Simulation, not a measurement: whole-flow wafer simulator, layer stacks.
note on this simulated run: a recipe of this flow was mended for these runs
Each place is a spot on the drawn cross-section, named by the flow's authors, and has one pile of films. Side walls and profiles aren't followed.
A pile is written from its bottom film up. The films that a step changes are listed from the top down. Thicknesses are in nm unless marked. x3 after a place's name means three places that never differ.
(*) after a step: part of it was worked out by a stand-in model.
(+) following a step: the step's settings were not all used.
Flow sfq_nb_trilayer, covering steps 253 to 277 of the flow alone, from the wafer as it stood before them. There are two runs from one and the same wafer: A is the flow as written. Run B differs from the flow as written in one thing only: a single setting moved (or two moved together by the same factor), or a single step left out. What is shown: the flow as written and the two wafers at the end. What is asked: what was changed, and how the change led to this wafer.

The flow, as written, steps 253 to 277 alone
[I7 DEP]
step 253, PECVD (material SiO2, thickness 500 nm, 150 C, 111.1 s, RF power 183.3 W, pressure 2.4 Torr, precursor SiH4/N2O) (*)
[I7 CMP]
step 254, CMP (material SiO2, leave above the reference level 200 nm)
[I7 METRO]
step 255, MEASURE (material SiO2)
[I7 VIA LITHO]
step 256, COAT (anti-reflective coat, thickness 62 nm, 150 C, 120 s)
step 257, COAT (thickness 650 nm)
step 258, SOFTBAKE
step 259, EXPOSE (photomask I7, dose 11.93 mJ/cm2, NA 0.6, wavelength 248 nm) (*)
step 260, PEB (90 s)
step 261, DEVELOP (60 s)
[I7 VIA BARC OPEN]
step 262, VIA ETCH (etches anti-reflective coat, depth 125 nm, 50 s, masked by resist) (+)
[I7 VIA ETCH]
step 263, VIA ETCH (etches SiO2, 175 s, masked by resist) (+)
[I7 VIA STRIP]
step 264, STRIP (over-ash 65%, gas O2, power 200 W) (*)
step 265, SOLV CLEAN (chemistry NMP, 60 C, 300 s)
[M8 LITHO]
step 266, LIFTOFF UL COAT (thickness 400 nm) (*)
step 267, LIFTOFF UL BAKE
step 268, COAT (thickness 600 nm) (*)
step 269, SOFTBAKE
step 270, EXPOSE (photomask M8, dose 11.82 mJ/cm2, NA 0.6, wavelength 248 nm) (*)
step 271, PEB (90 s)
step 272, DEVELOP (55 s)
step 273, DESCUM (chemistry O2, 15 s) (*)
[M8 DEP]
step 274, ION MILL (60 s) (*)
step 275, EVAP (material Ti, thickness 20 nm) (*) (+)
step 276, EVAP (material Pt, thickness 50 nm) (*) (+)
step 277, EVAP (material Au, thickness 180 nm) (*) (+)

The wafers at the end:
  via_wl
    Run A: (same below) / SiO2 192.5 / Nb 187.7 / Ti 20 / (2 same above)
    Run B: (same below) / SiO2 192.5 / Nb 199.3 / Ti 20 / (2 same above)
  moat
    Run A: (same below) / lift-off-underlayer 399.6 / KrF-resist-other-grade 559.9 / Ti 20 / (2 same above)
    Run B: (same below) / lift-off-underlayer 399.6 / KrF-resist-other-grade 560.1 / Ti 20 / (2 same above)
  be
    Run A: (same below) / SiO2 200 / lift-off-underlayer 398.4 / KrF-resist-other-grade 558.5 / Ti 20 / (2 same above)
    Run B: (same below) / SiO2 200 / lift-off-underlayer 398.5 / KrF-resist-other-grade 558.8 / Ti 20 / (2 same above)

Cause: step 263, VIA ETCH: 130 s was run, while the flow as written has 175 s.

Step by step, how the change led to this:
  step 263, VIA ETCH (etches SiO2, 175 s, masked by resist) (+)
      via_wl, via_w, via_wr: A SiO2 loses 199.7 (all of it), Nb loses 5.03 | B SiO2 loses 193.1
      field_l, v_sur, via_sp and 100 more: A KrF-resist-other-grade loses 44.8 | B KrF-resist-other-grade loses 33.3
  step 264, STRIP (over-ash 65%, gas O2, power 200 W) (*)
      field_l, v_sur, via_sp and 100 more: A KrF-resist-other-grade loses 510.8 (all of it), anti-reflective coat loses 62 (all of it) | B KrF-resist-other-grade loses 522.4 (all of it), anti-reflective coat loses 62 (all of it)
  step 274, ION MILL (60 s) (*)
      via_wl, via_w, via_wr: A Nb loses 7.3 | B SiO2 loses 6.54 (all of it), Nb loses 0.74
